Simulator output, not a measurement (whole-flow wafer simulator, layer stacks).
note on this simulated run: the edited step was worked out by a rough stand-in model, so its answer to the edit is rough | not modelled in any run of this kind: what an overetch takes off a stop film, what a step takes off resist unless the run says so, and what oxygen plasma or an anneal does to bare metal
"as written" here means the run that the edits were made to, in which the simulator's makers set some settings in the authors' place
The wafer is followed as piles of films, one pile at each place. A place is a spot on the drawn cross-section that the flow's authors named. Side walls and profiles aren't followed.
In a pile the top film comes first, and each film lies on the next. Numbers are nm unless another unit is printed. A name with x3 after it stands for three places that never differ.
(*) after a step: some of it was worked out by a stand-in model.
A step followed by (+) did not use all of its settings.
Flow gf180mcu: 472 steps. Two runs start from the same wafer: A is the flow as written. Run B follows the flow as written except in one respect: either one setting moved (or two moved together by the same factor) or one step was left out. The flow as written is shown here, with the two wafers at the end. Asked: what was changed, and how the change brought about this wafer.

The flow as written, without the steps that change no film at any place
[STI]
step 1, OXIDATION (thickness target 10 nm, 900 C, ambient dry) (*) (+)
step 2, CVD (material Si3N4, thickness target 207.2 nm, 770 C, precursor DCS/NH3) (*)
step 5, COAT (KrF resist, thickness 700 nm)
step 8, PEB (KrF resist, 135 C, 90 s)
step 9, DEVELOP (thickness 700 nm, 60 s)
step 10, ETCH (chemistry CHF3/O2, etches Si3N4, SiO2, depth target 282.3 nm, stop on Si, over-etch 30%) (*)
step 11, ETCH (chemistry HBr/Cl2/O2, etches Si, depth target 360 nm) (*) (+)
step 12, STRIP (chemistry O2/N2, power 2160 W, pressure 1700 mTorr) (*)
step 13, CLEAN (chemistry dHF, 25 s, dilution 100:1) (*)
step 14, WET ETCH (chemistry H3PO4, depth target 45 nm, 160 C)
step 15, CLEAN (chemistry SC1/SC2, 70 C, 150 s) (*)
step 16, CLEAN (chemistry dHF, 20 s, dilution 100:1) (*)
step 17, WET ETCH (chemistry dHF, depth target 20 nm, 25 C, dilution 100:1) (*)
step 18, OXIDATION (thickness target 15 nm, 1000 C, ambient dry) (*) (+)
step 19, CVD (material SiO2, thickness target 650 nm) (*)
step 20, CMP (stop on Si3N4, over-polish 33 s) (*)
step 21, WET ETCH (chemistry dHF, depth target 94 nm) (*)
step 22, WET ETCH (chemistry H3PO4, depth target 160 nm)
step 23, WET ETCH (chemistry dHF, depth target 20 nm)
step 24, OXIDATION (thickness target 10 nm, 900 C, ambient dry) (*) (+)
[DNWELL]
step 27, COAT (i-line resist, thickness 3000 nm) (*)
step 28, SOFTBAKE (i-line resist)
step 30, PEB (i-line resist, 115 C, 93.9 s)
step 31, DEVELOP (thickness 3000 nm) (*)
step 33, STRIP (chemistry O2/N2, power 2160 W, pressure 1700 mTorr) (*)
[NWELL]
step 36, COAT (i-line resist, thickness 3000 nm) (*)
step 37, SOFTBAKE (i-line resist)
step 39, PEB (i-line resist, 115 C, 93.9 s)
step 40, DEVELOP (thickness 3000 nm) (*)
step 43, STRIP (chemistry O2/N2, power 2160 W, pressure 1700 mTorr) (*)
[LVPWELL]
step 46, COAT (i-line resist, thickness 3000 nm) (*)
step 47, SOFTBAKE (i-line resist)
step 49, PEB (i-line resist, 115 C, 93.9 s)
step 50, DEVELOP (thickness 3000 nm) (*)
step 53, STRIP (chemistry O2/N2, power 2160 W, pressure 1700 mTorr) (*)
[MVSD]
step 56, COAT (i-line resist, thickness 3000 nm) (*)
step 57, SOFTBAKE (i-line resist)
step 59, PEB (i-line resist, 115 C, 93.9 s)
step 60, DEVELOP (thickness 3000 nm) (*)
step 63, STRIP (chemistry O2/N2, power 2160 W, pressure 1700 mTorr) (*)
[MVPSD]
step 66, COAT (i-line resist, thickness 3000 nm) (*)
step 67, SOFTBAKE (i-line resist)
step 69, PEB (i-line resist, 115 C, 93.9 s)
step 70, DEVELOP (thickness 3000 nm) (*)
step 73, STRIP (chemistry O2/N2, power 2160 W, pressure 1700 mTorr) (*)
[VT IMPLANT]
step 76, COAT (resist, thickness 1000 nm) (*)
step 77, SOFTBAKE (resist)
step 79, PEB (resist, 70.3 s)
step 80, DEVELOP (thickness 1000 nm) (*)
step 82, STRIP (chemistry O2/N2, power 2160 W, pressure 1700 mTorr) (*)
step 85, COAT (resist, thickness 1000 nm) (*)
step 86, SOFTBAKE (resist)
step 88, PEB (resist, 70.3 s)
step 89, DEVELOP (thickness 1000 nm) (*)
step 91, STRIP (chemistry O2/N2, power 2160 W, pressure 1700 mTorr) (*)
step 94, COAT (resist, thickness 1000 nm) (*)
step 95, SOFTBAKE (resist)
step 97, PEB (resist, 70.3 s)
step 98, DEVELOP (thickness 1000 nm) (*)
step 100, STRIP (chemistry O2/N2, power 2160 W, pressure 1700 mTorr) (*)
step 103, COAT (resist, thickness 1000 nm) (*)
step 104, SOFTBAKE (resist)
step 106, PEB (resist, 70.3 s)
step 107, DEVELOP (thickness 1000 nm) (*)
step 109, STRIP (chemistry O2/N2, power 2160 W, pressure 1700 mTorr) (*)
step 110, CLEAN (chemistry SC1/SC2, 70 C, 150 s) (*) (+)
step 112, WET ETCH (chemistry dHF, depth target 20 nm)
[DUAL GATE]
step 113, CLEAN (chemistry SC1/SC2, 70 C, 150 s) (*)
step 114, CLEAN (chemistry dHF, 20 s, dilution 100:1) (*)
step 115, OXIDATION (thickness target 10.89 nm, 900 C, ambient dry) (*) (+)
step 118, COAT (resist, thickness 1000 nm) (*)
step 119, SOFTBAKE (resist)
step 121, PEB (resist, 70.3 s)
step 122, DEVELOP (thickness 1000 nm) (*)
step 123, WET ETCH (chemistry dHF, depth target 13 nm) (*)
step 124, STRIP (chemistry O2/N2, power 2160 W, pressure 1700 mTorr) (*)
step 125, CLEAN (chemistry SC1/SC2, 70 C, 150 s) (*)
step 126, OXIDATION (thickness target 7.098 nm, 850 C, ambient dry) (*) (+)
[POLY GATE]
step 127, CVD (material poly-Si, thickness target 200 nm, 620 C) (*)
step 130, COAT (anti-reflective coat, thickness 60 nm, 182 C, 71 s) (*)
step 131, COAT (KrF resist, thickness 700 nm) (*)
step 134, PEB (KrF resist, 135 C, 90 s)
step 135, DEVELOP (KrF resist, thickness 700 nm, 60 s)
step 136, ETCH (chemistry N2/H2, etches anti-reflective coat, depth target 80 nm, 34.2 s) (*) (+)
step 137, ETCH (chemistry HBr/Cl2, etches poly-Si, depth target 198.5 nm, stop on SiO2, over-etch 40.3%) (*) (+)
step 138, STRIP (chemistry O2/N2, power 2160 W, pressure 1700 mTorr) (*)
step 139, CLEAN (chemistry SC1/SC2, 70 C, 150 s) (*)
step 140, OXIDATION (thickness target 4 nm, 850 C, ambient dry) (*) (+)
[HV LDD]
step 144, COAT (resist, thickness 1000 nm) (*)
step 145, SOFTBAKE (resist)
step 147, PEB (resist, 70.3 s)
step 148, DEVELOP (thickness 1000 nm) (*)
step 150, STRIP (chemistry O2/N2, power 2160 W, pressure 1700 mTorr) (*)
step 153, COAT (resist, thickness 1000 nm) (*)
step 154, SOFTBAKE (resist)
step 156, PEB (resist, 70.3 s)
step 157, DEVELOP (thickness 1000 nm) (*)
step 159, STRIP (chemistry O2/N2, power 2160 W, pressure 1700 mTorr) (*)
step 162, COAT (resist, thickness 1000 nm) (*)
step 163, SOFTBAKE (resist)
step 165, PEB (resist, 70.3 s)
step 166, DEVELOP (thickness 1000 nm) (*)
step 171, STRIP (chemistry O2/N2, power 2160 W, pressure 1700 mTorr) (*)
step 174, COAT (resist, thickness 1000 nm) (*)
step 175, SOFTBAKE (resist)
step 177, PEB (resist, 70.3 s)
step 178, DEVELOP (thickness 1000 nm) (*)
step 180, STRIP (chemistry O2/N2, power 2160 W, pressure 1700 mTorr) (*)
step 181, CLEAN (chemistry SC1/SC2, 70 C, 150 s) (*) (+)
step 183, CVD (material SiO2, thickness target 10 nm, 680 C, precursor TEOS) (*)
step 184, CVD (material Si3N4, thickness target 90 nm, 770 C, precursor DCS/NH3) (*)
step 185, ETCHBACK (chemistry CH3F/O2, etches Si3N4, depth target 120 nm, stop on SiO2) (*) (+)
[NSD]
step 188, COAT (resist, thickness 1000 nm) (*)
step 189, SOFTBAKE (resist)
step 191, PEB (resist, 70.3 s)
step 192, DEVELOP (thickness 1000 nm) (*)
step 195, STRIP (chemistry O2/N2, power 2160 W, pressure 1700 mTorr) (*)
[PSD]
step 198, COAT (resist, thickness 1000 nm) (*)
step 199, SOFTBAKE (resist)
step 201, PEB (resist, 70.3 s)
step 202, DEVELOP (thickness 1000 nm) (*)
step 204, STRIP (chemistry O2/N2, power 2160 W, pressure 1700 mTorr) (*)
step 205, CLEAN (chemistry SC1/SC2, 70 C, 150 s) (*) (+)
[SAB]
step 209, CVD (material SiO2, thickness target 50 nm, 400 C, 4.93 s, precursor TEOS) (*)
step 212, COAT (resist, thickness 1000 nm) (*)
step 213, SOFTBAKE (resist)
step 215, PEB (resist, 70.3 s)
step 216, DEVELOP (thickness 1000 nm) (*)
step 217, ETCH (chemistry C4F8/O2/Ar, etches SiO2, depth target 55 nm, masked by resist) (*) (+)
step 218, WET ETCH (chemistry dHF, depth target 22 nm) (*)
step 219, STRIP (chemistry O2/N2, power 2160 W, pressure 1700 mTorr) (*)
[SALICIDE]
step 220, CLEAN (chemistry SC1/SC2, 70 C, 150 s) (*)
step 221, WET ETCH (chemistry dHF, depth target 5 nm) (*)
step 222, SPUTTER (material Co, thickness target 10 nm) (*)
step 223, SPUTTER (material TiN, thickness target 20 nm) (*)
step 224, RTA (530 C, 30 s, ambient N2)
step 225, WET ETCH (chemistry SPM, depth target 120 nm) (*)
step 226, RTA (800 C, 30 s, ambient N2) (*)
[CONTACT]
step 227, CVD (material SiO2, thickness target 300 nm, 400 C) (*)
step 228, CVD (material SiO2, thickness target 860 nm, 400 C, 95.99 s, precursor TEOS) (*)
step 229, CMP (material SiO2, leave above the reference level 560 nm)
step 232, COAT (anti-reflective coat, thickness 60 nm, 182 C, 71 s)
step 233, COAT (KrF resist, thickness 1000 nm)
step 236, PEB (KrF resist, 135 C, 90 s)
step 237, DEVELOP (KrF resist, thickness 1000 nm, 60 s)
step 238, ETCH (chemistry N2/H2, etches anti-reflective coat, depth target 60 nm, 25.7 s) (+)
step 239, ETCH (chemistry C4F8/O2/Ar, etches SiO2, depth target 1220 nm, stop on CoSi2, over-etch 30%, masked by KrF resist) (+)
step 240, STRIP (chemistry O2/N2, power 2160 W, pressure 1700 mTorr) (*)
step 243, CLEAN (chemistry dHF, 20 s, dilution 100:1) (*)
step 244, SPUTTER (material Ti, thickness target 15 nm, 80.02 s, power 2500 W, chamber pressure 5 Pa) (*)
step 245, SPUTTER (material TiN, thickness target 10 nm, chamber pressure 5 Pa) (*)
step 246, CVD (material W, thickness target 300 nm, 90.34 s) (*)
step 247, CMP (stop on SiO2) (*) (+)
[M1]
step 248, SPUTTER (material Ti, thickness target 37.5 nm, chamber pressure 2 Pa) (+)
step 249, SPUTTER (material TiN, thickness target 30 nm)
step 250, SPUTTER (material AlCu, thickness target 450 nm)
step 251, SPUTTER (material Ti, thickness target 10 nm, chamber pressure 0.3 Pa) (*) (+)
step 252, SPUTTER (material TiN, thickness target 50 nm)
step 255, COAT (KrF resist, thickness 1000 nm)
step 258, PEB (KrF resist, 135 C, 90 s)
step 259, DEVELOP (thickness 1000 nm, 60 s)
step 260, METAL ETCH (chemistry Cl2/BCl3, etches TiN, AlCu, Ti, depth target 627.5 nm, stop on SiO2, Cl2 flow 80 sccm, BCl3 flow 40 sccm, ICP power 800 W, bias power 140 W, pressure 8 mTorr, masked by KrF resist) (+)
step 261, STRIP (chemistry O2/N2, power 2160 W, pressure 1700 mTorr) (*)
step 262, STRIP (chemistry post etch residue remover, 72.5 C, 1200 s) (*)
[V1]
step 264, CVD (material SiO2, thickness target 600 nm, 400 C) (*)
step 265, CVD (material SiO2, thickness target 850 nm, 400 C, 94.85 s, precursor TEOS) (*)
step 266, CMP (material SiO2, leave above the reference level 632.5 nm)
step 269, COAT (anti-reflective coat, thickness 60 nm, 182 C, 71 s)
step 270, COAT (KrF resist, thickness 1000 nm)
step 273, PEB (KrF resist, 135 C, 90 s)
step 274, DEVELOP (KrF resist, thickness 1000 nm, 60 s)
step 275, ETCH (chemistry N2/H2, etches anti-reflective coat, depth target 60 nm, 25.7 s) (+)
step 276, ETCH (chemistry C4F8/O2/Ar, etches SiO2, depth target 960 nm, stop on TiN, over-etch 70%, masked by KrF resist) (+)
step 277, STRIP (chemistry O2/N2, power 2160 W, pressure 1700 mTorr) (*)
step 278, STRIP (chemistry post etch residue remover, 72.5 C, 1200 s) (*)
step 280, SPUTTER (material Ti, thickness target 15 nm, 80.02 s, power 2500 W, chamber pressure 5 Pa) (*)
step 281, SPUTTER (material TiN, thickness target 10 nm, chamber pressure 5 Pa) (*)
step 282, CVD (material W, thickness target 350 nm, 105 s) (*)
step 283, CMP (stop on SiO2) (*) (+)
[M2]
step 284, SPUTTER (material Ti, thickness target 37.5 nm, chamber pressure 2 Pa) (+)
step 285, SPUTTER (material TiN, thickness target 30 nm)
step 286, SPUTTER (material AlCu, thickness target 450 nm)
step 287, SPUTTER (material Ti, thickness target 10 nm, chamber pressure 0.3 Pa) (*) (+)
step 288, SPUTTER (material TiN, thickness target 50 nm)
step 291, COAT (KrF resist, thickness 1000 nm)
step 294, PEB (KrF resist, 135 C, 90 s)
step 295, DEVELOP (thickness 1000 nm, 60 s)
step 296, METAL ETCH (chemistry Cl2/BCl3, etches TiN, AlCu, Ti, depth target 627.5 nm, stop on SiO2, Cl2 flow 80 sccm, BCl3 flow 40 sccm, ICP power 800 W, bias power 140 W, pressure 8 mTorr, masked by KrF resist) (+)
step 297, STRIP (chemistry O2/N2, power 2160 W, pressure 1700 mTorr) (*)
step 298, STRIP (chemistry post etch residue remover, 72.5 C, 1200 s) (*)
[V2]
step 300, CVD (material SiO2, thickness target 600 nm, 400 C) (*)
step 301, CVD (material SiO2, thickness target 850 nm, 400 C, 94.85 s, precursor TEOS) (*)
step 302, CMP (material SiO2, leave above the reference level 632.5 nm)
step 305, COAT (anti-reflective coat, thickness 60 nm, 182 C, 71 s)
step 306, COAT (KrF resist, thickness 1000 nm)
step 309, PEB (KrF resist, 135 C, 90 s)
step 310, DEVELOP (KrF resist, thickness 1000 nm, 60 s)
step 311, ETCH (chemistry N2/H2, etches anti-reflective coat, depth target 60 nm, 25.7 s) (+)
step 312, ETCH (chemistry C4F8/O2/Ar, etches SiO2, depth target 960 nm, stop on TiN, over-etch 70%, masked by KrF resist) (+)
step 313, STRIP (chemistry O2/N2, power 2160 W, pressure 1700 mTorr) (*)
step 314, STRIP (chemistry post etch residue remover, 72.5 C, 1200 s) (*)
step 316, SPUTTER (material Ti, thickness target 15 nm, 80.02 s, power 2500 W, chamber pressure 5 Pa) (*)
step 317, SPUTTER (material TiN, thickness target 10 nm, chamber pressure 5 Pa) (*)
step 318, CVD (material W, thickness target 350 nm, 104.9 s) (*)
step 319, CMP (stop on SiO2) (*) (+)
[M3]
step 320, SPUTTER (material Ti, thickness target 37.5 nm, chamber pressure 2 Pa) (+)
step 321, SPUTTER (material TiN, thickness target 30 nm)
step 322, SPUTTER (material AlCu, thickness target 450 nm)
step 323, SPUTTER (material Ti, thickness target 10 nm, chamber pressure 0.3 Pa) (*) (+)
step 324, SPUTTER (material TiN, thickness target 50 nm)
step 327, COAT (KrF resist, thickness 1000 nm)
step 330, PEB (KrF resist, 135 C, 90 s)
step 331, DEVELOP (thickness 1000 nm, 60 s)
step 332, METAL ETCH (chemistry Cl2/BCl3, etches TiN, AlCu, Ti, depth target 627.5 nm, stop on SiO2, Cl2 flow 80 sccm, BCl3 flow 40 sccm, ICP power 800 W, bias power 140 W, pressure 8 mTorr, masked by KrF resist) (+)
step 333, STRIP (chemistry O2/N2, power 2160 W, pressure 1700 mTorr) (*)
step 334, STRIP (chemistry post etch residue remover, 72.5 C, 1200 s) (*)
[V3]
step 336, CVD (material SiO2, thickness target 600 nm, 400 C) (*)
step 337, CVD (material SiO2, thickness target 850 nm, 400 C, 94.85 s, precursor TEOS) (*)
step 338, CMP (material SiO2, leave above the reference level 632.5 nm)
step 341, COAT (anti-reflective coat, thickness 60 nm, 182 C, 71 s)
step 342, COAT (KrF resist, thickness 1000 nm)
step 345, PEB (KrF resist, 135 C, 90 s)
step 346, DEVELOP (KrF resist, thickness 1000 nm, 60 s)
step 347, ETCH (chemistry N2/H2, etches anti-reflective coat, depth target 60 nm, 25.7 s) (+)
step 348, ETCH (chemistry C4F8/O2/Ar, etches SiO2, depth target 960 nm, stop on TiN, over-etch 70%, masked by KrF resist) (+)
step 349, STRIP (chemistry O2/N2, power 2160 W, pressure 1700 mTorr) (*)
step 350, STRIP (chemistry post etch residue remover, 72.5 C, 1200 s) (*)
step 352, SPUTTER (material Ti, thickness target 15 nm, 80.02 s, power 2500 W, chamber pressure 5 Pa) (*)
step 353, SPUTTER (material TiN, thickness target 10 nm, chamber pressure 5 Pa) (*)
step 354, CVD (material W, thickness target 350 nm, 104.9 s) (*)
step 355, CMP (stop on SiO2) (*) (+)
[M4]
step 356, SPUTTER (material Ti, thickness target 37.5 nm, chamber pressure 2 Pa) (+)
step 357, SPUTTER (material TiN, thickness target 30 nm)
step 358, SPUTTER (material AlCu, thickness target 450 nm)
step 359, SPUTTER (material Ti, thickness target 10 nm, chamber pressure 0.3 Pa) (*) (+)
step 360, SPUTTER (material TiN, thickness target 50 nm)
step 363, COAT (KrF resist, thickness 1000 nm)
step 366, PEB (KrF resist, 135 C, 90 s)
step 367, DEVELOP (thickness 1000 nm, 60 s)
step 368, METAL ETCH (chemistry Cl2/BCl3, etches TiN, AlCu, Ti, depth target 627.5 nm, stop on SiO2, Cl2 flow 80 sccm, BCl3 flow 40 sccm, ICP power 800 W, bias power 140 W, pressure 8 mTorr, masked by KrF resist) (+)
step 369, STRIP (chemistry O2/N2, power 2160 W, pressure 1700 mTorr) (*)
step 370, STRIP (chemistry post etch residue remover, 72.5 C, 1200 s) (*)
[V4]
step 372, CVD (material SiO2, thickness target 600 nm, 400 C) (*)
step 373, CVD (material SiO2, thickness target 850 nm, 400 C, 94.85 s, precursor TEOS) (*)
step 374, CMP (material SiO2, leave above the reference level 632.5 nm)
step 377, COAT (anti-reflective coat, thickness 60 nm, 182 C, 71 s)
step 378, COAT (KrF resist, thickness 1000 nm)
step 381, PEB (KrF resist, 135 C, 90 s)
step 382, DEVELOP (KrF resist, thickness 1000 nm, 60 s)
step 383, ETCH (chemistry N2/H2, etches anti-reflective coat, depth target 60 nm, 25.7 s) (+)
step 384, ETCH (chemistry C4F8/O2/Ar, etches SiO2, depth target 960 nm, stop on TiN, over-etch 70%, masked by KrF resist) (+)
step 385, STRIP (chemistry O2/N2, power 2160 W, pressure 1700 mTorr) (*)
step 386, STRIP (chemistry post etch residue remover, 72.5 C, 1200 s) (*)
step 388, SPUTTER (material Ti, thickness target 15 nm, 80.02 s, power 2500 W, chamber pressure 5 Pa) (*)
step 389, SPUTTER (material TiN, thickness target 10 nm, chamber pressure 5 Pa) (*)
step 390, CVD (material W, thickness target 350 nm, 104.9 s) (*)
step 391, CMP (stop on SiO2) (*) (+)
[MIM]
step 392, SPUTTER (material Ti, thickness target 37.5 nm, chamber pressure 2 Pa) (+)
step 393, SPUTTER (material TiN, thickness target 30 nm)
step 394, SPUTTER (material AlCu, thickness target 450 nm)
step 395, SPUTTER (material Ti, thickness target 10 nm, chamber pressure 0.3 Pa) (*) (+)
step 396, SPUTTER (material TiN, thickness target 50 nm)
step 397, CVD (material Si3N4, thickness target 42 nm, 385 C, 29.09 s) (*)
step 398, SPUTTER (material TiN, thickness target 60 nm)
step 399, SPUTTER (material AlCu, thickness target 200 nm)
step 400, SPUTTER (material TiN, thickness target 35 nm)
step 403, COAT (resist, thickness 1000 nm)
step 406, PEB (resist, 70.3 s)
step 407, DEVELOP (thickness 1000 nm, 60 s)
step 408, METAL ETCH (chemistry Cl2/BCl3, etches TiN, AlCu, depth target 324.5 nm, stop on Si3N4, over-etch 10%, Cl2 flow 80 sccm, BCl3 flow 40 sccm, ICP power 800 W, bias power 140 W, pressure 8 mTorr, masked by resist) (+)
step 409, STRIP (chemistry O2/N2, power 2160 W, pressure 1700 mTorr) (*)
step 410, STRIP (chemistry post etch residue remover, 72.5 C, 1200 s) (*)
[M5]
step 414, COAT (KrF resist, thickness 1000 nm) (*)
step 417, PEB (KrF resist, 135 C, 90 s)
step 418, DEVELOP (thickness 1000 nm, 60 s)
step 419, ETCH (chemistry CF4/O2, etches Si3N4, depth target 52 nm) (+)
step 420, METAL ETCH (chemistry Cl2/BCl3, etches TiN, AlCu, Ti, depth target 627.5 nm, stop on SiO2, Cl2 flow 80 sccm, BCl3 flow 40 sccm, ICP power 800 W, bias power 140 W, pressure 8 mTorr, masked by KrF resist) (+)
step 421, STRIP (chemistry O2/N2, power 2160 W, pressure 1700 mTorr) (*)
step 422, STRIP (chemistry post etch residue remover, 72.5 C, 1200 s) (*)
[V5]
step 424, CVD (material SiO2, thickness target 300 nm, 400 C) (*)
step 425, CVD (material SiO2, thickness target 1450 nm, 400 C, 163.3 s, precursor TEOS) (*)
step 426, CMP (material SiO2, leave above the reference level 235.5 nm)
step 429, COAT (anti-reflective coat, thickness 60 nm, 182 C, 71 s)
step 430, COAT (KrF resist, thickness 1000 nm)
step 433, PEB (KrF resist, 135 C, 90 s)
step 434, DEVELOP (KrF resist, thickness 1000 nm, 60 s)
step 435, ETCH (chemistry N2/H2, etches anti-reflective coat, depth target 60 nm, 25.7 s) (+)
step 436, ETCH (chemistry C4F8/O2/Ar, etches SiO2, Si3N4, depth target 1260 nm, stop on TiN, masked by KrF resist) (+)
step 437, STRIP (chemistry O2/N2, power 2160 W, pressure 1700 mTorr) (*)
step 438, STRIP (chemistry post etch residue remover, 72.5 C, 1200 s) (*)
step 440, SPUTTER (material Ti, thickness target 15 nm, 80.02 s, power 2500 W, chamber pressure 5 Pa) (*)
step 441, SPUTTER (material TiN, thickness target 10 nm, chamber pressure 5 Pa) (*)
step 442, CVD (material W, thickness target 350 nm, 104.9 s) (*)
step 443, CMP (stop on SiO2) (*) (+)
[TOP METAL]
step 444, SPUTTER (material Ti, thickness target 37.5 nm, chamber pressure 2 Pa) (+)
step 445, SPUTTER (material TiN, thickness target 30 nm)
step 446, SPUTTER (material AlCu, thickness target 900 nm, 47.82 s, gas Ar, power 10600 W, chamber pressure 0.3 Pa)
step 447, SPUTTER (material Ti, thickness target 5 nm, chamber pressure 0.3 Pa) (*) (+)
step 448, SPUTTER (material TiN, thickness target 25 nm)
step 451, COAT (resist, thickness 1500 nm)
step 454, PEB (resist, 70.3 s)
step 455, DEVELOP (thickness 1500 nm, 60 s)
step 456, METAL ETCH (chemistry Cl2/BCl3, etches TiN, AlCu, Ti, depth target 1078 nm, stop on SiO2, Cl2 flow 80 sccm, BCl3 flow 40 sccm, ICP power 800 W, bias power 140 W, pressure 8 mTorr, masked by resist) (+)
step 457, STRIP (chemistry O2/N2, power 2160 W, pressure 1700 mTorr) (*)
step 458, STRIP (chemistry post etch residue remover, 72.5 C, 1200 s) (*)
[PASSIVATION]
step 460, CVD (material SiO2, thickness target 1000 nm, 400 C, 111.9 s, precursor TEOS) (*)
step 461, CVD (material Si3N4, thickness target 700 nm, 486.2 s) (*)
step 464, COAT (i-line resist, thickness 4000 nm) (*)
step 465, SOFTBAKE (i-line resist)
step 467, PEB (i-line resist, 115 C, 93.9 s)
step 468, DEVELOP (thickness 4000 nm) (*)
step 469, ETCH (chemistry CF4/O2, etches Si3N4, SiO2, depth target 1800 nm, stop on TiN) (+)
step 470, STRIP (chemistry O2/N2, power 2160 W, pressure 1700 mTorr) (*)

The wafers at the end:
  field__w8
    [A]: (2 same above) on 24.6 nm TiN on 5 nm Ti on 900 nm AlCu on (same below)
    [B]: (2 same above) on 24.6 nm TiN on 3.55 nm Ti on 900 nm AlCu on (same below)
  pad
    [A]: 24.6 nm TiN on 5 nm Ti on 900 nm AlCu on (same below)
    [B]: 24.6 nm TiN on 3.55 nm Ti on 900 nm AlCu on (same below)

The reason: step 447, SPUTTER: thickness target 3.55 nm was run, while the flow as written has thickness target 5 nm.
The wafer lets one read it off: field__w8 has Ti 3.55, and step 447 as written asks for 5 nm.

Step by step, how the change led to this:
  step 447, SPUTTER (material Ti, thickness target 5 nm, chamber pressure 0.3 Pa) (*) (+)
      field, field__w1, field__w2 and 109 more: A Ti gains 5 (new film) | B Ti gains 3.55 (new film)
  step 456, METAL ETCH (chemistry Cl2/BCl3, etches TiN, AlCu, Ti, depth target 1078 nm, stop on SiO2, Cl2 flow 80 sccm, BCl3 flow 40 sccm, ICP power 800 W, bias power 140 W, pressure 8 mTorr, masked by resist) (+)
      field, field__w1, field__w2 and 103 more: A TiN loses 25 (all of it), Ti loses 5 (all of it), AlCu loses 900 (all of it), TiN loses 30 (all of it), Ti loses 37.5 (all of it) | B TiN loses 25 (all of it), Ti loses 3.55 (all of it), AlCu loses 900 (all of it), TiN loses 30 (all of it), Ti loses 37.5 (all of it)
